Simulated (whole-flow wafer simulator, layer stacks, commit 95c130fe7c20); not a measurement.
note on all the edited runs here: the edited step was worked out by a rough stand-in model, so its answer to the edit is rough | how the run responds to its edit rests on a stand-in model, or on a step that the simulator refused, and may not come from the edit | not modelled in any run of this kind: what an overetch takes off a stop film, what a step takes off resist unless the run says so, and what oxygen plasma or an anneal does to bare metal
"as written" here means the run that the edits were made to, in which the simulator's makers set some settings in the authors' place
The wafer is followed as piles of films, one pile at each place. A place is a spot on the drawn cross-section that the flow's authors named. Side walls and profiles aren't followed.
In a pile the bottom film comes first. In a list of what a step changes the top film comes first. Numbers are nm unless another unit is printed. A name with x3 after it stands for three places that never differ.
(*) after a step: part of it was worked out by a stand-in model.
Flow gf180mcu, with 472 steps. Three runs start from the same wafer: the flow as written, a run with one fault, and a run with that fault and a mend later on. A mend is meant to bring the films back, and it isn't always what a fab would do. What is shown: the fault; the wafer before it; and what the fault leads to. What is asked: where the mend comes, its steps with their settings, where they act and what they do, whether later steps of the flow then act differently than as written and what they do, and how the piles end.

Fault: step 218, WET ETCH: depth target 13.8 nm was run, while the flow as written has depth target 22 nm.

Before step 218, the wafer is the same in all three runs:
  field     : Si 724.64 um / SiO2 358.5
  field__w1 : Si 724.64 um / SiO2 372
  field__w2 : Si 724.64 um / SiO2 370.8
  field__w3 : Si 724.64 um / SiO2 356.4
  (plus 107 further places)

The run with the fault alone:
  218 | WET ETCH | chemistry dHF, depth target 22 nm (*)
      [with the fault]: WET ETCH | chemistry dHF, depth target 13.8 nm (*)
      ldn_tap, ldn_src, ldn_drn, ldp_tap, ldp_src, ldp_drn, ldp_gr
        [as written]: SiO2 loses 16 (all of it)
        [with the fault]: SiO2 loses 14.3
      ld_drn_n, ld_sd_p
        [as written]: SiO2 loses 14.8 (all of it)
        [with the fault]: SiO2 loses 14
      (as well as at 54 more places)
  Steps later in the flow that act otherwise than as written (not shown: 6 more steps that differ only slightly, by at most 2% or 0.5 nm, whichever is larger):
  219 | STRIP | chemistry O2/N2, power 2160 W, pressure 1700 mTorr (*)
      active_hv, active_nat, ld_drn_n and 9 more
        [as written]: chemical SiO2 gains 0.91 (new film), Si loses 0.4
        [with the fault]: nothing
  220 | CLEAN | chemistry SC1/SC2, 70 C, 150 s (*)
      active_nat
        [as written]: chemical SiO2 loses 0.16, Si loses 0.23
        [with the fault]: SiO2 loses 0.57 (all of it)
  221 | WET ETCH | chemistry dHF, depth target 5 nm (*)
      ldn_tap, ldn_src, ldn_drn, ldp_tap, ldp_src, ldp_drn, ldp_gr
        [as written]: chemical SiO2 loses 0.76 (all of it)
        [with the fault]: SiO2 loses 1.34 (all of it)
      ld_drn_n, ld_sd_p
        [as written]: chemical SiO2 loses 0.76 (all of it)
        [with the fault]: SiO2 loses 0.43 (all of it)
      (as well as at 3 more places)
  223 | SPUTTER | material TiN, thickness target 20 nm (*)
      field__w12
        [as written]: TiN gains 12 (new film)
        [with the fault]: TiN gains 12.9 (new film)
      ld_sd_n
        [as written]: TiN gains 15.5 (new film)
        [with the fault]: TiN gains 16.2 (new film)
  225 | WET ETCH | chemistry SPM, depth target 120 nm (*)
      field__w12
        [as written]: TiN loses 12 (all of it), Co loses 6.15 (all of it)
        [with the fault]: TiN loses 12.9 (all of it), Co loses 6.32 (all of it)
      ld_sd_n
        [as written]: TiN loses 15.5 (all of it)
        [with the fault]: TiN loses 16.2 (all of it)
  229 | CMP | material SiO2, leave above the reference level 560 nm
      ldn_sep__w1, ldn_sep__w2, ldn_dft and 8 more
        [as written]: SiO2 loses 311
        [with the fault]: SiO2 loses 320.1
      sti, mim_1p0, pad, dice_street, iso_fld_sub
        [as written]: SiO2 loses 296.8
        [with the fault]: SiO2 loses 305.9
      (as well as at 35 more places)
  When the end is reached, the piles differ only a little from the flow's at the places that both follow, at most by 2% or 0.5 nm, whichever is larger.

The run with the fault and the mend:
  The mend stands after step 218.
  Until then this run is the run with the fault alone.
  218a | WET ETCH | chemistry dHF, depth target 8.2 nm (*) (a further turn of the flow's step 218, with different settings)
      field, field__w1, field__w2 and 47 more
        SiO2 loses 8.2
      ldn_tap, ldn_src, ldn_drn, ldp_tap, ldp_src, ldp_drn, ldp_gr
        SiO2 loses 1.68 (all of it)
      ld_drn_n, ld_sd_p
        SiO2 loses 0.77 (all of it)
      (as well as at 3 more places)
  None of the later steps of the flow differs from how it acts as written, at any place that is followed, by more than 2% or 0.5 nm, whichever is larger.
  When the end is reached, the piles differ only a little from the flow's at the places that both follow, at most by 2% or 0.5 nm, whichever is larger.
